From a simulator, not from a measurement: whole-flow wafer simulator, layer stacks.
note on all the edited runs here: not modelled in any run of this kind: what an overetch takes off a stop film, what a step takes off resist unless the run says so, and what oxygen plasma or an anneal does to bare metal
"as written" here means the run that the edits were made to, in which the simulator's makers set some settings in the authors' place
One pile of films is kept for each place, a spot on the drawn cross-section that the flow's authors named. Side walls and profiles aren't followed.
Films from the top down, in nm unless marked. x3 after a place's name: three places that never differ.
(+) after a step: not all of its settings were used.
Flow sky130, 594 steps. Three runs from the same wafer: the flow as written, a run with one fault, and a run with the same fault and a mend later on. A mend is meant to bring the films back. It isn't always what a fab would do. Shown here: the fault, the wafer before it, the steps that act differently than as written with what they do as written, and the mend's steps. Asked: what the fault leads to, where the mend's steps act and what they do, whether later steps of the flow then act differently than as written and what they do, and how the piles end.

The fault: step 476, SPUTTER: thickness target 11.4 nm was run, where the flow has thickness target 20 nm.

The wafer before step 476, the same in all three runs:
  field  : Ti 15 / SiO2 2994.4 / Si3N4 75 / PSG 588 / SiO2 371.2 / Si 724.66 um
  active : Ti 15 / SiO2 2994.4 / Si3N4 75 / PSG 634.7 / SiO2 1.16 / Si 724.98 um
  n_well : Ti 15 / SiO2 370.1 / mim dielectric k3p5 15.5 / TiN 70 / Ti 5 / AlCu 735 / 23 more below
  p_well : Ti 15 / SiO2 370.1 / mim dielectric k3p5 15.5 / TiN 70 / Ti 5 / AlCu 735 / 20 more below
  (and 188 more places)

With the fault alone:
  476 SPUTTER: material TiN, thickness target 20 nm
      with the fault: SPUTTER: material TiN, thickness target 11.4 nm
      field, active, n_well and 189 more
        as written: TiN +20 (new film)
        with the fault: TiN +11.4 (new film)
  Later steps of the flow that act differently than as written (13 more steps differ only slightly, by at most 2% or 0.5 nm, whichever is larger, and aren't shown):
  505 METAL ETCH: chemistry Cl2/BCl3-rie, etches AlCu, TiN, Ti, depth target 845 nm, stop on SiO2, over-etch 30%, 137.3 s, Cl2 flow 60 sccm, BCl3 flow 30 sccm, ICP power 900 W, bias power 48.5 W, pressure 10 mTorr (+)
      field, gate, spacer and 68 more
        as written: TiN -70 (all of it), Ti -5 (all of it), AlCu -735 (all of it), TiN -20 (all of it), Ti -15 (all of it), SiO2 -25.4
        with the fault: TiN -70 (all of it), Ti -5 (all of it), AlCu -735 (all of it), TiN -11.4 (all of it), Ti -15 (all of it), SiO2 -26.2
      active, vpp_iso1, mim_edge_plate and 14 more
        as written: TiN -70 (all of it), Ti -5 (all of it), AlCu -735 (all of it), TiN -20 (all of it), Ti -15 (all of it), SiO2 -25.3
        with the fault: TiN -70 (all of it), Ti -5 (all of it), AlCu -735 (all of it), TiN -11.4 (all of it), Ti -15 (all of it), SiO2 -26.2
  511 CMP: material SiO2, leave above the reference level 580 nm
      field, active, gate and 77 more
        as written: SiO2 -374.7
        with the fault: SiO2 -382.4
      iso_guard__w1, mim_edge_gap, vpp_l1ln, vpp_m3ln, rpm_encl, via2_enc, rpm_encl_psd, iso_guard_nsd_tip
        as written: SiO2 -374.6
        with the fault: SiO2 -382.4
  At the end the piles differ from the flow's by more than 2% or 0.5 nm, whichever is larger, at n_well, p_well, gate_hv and 102 more.
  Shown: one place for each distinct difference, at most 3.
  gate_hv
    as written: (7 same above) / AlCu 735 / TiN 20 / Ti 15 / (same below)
    with the fault: (7 same above) / AlCu 735 / TiN 11.4 / Ti 15 / (same below)
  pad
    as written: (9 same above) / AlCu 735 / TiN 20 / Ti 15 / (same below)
    with the fault: (9 same above) / AlCu 735 / TiN 11.4 / Ti 15 / (same below)
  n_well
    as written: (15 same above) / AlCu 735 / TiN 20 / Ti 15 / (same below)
    with the fault: (15 same above) / AlCu 735 / TiN 11.4 / Ti 15 / (same below)

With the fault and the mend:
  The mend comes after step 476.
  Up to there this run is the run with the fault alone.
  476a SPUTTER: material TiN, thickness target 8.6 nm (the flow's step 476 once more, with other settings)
      field, active, n_well and 189 more
        TiN +8.6
  No later step of the flow acts differently than as written at any place that is followed.
  At the end the piles are the same as the flow's at every place that both follow.
